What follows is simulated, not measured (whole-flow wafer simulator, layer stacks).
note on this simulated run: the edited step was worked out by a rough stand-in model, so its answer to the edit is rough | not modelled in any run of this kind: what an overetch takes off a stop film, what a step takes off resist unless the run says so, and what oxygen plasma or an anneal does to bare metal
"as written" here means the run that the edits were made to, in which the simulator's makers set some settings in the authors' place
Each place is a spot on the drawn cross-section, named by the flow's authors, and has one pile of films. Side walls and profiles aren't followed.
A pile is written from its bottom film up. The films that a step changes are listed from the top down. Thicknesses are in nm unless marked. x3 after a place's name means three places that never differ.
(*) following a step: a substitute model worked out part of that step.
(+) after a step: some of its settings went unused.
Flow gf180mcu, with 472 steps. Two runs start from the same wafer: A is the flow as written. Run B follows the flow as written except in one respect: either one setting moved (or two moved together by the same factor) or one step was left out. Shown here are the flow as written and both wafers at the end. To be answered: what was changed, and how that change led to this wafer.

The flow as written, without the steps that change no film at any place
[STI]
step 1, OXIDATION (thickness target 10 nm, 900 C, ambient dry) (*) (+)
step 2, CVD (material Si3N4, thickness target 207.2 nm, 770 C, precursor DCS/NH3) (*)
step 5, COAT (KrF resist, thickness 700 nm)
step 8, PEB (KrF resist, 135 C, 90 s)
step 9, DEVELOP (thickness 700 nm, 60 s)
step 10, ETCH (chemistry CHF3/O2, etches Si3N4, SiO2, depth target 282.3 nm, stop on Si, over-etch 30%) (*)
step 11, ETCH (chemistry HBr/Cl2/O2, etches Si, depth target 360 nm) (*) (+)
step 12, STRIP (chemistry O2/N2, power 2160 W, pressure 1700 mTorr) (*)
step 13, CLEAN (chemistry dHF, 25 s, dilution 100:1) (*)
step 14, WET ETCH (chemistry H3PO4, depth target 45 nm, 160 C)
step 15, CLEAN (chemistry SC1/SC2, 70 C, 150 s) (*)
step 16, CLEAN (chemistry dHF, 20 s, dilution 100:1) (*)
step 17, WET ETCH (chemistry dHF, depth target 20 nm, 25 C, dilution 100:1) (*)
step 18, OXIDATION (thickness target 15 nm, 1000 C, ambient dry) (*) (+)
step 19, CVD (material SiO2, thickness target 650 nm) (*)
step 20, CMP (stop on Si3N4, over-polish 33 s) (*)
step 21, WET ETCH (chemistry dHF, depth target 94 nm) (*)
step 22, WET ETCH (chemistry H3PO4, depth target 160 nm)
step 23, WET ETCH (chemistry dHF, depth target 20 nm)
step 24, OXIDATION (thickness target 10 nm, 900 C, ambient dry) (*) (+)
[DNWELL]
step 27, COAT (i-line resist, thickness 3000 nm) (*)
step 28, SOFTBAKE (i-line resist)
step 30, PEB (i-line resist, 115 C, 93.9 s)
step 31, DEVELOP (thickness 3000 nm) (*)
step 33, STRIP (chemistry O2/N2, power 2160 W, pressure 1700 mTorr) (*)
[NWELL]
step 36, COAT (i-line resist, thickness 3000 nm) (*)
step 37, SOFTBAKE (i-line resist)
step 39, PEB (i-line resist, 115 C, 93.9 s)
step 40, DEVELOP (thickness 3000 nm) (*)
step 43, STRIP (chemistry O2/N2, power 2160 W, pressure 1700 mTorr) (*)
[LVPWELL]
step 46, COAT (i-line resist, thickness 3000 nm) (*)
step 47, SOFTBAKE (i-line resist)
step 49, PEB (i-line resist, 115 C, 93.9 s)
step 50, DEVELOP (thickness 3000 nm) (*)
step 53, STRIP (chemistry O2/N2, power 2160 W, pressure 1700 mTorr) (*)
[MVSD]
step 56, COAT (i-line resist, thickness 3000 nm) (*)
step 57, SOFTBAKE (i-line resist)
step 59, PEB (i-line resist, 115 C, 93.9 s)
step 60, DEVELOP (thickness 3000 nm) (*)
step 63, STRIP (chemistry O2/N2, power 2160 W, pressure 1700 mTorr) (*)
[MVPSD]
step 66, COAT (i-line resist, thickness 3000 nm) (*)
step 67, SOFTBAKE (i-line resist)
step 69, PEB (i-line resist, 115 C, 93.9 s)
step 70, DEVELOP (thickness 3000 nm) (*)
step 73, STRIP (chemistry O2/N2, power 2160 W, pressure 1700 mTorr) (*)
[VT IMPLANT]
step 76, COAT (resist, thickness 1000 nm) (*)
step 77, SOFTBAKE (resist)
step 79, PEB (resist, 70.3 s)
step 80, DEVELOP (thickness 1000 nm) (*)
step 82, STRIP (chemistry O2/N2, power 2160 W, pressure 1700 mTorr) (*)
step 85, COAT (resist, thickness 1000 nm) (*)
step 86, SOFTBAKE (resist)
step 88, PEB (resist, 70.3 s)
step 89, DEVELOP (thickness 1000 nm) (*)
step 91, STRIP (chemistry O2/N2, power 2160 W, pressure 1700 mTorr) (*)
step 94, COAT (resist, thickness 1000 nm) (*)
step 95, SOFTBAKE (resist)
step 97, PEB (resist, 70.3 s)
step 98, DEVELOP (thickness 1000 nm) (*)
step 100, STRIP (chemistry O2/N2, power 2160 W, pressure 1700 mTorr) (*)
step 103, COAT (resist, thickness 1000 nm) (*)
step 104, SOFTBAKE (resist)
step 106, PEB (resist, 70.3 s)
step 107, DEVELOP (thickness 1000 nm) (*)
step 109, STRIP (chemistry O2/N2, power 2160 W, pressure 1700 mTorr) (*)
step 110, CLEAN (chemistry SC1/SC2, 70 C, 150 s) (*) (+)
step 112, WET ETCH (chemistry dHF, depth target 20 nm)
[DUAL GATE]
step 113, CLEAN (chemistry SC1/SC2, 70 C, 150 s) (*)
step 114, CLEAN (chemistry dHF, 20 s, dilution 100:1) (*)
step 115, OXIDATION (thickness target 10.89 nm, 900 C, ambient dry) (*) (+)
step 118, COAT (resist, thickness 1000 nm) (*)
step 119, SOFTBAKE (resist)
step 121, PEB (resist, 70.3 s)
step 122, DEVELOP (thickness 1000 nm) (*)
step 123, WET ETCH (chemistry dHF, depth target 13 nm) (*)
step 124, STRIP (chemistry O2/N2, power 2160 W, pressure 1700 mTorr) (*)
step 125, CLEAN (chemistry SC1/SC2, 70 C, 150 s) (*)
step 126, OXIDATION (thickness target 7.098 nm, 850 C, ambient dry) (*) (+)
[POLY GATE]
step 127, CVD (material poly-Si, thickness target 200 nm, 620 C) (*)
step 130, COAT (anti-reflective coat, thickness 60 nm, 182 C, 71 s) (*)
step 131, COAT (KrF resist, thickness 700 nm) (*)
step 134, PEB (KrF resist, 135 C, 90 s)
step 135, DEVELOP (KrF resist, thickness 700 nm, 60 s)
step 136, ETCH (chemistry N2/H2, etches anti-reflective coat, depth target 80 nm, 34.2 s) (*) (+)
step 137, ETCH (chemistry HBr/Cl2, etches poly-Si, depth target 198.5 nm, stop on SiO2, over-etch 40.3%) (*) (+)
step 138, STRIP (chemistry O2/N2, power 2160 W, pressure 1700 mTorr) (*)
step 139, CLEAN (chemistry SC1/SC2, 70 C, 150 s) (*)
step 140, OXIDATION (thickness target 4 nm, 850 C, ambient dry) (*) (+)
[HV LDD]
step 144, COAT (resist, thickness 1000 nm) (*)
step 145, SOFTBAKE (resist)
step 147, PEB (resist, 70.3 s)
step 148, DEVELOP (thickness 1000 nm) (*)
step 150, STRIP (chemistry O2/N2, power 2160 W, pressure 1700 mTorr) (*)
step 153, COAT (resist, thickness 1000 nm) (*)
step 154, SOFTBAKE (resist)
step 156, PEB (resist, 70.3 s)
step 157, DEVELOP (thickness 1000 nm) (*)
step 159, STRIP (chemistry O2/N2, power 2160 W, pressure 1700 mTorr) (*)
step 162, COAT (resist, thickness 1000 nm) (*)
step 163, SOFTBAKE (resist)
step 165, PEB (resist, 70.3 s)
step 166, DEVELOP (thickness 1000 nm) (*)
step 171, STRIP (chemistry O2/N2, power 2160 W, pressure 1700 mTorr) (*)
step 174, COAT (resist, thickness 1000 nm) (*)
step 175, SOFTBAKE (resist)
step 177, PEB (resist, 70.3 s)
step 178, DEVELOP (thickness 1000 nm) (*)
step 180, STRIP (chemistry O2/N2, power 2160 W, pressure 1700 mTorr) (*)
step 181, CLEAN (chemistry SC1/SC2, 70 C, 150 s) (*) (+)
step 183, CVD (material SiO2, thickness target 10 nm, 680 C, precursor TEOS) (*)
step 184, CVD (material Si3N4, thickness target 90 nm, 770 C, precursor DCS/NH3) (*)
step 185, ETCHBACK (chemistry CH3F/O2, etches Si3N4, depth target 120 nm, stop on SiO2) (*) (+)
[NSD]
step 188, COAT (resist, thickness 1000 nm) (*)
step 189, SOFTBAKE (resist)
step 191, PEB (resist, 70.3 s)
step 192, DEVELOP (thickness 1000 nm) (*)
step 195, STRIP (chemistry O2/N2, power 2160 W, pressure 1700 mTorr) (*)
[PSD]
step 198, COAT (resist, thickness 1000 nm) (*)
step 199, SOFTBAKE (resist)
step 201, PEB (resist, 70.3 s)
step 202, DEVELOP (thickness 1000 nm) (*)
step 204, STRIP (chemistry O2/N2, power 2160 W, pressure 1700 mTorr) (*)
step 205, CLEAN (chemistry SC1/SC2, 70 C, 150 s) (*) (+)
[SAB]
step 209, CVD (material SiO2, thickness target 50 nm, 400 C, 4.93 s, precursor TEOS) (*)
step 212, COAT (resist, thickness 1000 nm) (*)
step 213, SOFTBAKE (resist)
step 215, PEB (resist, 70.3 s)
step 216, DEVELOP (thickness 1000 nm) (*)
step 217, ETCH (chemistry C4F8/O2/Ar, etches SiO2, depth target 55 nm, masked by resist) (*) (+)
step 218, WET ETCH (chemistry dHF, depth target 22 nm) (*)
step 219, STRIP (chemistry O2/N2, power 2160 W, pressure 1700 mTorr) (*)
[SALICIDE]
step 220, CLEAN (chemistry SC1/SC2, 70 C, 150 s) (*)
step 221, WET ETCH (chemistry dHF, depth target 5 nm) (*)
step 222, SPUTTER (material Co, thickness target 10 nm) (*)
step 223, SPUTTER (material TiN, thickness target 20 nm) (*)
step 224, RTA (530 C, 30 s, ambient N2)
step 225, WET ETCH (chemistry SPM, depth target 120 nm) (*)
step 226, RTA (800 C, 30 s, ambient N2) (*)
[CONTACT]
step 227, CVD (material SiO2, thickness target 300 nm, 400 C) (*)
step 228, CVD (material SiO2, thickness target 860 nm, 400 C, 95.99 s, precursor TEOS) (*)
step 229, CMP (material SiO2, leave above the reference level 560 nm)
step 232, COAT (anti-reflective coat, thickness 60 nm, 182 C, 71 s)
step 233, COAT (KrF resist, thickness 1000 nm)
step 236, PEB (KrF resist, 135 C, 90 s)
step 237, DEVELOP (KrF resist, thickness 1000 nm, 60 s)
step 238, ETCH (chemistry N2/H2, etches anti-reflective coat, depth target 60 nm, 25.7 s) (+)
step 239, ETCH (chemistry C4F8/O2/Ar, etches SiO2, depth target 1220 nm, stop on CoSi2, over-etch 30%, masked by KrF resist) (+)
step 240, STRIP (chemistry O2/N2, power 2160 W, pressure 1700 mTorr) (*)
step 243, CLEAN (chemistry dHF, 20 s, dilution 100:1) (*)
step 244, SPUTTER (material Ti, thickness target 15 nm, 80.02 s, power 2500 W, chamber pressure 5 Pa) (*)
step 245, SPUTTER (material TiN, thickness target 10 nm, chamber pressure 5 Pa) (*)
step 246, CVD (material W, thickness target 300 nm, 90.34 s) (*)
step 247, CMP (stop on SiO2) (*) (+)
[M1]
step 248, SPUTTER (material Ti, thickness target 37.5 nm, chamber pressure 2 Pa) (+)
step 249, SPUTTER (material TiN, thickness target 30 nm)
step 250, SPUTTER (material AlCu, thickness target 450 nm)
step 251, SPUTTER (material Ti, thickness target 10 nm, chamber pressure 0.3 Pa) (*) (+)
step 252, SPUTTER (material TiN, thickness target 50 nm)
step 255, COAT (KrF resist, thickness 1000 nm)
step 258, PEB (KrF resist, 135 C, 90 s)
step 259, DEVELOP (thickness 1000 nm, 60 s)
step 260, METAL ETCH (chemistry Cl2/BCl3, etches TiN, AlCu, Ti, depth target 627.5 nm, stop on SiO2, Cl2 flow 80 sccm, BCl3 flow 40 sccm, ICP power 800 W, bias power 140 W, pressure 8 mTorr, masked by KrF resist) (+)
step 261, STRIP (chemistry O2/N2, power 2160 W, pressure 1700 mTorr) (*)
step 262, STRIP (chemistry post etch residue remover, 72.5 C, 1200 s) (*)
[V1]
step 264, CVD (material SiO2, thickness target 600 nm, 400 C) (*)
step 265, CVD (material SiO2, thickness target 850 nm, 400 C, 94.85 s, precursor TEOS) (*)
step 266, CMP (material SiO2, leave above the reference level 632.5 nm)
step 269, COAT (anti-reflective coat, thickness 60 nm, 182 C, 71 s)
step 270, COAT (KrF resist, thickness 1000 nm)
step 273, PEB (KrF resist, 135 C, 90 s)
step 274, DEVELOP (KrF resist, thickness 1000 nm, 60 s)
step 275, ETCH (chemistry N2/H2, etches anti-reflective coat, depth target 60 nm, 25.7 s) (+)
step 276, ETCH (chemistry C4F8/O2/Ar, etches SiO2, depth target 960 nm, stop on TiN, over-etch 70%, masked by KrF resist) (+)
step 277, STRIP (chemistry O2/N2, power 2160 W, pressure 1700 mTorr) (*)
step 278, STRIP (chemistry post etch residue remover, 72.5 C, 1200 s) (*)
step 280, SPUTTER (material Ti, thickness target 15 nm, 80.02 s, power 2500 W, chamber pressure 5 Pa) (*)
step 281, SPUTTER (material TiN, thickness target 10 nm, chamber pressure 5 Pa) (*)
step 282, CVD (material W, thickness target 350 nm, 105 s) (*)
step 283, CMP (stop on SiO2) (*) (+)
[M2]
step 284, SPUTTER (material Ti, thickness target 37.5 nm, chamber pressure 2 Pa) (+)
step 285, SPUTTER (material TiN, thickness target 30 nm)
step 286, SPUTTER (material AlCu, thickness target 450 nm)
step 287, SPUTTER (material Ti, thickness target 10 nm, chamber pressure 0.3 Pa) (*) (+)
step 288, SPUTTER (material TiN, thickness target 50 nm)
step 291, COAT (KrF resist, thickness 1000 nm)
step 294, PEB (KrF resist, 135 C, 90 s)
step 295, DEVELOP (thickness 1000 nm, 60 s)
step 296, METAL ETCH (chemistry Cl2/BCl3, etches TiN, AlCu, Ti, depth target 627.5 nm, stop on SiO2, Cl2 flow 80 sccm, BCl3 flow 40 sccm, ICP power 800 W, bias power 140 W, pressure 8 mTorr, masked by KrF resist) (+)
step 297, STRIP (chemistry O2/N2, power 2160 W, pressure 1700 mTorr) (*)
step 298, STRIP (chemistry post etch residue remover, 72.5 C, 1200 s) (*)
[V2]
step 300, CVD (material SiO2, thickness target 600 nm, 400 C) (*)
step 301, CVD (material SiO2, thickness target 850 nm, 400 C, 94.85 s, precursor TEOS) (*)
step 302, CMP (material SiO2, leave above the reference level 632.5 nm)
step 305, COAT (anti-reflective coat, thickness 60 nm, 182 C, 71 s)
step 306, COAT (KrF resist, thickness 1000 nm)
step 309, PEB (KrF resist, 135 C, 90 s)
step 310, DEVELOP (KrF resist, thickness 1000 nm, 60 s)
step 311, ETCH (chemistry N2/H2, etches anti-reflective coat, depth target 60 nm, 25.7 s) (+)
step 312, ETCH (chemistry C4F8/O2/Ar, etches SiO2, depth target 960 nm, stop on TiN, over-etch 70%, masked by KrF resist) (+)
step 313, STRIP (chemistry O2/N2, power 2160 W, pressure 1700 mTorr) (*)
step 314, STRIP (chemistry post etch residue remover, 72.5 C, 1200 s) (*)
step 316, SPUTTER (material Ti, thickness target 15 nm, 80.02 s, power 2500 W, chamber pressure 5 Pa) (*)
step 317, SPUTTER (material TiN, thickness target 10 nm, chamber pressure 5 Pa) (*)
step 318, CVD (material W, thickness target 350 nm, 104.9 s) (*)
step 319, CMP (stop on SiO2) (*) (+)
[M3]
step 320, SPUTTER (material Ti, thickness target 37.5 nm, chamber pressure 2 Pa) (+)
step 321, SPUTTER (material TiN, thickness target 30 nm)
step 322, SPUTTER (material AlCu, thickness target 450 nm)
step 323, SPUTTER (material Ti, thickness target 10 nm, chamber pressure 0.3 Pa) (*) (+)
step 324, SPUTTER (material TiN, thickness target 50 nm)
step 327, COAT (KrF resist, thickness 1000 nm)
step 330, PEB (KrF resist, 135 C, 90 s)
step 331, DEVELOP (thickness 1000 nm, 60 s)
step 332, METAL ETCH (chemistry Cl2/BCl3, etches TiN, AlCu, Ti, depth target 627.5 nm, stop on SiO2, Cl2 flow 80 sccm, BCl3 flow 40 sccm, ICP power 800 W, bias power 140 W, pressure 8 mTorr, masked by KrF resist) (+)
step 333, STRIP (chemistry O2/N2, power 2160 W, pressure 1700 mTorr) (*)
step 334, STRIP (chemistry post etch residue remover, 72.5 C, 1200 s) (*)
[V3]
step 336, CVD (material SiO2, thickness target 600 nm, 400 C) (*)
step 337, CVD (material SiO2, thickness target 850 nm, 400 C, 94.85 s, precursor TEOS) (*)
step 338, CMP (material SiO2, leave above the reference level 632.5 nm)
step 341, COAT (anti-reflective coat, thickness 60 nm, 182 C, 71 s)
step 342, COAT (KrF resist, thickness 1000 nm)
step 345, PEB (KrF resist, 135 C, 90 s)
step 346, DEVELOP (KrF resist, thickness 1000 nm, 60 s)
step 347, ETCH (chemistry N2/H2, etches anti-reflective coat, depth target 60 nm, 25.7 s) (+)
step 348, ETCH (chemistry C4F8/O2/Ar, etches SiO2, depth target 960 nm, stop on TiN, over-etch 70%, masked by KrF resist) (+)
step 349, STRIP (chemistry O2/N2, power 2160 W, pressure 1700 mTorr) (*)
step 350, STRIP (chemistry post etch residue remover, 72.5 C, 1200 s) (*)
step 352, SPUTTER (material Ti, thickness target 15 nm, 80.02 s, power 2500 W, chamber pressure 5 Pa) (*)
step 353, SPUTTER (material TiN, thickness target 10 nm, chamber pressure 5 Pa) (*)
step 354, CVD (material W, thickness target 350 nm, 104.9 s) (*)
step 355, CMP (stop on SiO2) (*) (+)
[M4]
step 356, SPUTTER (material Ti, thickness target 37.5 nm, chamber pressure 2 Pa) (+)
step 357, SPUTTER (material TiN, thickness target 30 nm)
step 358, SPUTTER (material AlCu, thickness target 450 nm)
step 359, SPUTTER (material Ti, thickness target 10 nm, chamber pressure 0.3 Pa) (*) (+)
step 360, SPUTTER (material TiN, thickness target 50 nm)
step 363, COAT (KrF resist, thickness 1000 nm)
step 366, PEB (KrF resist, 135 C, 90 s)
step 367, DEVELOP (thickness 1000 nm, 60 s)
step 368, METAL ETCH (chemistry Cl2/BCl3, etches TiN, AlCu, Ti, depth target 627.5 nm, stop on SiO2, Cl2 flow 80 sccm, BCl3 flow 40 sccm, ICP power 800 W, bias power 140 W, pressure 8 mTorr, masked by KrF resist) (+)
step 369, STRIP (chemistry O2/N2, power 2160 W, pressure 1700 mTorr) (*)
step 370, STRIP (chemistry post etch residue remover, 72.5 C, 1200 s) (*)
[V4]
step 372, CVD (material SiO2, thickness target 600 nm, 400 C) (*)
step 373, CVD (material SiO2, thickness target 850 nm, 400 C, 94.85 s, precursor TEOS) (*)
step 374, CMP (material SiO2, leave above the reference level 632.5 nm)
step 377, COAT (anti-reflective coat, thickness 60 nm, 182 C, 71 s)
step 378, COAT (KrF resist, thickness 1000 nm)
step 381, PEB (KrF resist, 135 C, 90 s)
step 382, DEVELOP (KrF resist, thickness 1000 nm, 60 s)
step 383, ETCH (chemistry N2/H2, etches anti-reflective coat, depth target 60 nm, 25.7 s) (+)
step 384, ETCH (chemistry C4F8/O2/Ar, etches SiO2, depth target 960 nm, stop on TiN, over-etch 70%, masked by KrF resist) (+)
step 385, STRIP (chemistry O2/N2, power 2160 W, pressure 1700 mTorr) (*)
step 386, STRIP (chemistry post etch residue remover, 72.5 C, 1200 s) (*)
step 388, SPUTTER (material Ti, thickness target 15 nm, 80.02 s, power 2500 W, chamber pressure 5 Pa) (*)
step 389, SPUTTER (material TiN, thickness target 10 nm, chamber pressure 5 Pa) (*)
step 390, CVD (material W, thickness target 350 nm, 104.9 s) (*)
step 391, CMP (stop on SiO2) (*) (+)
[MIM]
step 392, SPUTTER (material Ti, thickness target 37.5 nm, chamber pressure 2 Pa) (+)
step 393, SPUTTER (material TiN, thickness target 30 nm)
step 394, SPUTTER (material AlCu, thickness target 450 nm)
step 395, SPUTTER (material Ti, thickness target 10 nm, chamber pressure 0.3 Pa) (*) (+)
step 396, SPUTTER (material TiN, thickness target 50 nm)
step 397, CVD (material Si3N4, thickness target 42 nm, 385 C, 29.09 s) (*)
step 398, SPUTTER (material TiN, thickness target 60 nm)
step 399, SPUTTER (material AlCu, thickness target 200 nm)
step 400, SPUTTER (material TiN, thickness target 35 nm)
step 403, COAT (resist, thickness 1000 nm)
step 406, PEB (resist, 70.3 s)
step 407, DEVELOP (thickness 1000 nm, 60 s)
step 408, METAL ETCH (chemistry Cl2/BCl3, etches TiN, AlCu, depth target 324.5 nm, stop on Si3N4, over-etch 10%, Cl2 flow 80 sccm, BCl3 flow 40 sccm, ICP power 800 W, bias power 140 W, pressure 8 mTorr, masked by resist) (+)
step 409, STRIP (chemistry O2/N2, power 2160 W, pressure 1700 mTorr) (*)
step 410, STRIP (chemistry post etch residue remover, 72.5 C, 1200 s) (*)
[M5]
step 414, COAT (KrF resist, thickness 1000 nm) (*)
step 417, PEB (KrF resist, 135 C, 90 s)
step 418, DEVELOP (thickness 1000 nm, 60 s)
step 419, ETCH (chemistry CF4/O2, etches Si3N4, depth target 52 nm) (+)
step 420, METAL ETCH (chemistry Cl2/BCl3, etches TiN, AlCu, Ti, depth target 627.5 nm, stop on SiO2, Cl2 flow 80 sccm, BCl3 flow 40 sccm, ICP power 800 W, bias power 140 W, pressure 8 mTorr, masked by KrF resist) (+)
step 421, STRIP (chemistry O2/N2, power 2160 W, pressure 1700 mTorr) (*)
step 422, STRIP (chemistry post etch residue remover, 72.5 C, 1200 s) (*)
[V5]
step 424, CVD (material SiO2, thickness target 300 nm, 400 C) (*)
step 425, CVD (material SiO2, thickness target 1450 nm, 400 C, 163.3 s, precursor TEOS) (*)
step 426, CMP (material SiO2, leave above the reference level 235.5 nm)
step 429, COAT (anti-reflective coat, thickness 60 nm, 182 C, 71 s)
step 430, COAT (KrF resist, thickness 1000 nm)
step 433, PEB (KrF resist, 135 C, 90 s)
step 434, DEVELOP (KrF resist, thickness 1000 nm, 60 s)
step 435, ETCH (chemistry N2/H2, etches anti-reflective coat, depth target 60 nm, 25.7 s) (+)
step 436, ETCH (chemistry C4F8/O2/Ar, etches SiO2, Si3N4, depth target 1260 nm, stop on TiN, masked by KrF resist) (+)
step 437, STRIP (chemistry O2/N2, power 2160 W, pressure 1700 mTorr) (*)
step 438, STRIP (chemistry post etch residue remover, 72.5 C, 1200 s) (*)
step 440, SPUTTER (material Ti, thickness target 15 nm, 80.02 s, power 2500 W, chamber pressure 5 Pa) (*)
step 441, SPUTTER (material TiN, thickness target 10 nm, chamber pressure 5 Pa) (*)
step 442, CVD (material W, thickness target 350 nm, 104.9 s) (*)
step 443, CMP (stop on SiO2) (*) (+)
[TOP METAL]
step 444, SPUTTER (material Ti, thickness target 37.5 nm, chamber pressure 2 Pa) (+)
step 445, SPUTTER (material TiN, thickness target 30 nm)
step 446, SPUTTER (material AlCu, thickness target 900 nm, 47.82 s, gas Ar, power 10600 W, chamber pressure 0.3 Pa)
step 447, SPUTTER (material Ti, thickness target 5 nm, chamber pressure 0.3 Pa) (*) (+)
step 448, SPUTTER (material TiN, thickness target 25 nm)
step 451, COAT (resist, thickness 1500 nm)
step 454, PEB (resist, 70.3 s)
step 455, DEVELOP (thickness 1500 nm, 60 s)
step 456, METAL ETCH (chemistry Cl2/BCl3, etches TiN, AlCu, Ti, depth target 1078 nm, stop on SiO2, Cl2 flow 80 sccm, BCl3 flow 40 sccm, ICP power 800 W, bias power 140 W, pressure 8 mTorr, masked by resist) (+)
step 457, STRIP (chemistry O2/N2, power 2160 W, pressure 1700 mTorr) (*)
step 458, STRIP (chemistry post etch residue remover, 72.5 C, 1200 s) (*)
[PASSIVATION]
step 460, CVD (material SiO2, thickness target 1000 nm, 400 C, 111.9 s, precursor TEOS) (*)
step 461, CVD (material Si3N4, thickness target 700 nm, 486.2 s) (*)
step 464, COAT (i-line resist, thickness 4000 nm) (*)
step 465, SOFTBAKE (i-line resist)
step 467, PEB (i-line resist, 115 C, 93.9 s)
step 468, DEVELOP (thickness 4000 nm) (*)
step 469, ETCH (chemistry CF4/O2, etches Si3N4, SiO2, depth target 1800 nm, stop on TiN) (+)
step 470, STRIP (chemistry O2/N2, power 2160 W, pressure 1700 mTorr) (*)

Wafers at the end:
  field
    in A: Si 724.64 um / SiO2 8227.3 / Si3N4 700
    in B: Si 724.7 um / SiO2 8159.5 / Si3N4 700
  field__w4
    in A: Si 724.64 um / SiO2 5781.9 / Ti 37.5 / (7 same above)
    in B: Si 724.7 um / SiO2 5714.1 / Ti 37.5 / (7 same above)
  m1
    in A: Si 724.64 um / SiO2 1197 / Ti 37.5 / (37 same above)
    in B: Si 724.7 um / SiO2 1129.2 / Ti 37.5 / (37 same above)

Cause: step 11, ETCH: depth target 292 nm was run, though the flow has depth target 360 nm.

The path from the change to this, step by step:
  step 11, ETCH (chemistry HBr/Cl2/O2, etches Si, depth target 360 nm) (*) (+)
      active, n_well, p_well and 40 more: A KrF resist loses 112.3 | B KrF resist loses 89.7
      field, field_sub, sti and 34 more: A Si loses 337 | B Si loses 269
  step 12, STRIP (chemistry O2/N2, power 2160 W, pressure 1700 mTorr) (*)
      active, n_well, p_well and 40 more: A KrF resist loses 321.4 (all of it) | B KrF resist loses 344.1 (all of it)
  step 19, CVD (material SiO2, thickness target 650 nm) (*)
      m1, ld_fp_n, ld_drift_n and 8 more: A SiO2 gains 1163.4 | B SiO2 gains 1095.4
  step 20, CMP (stop on Si3N4, over-polish 33 s) (*)
      sti, mim_1p0, pad and 11 more: A SiO2 loses 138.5 | B SiO2 loses 206.5
      nw_enc_fld, nw_enc_fld_lv: A SiO2 loses 142.5 | B SiO2 loses 210.5
      (and at 10 other places as well)
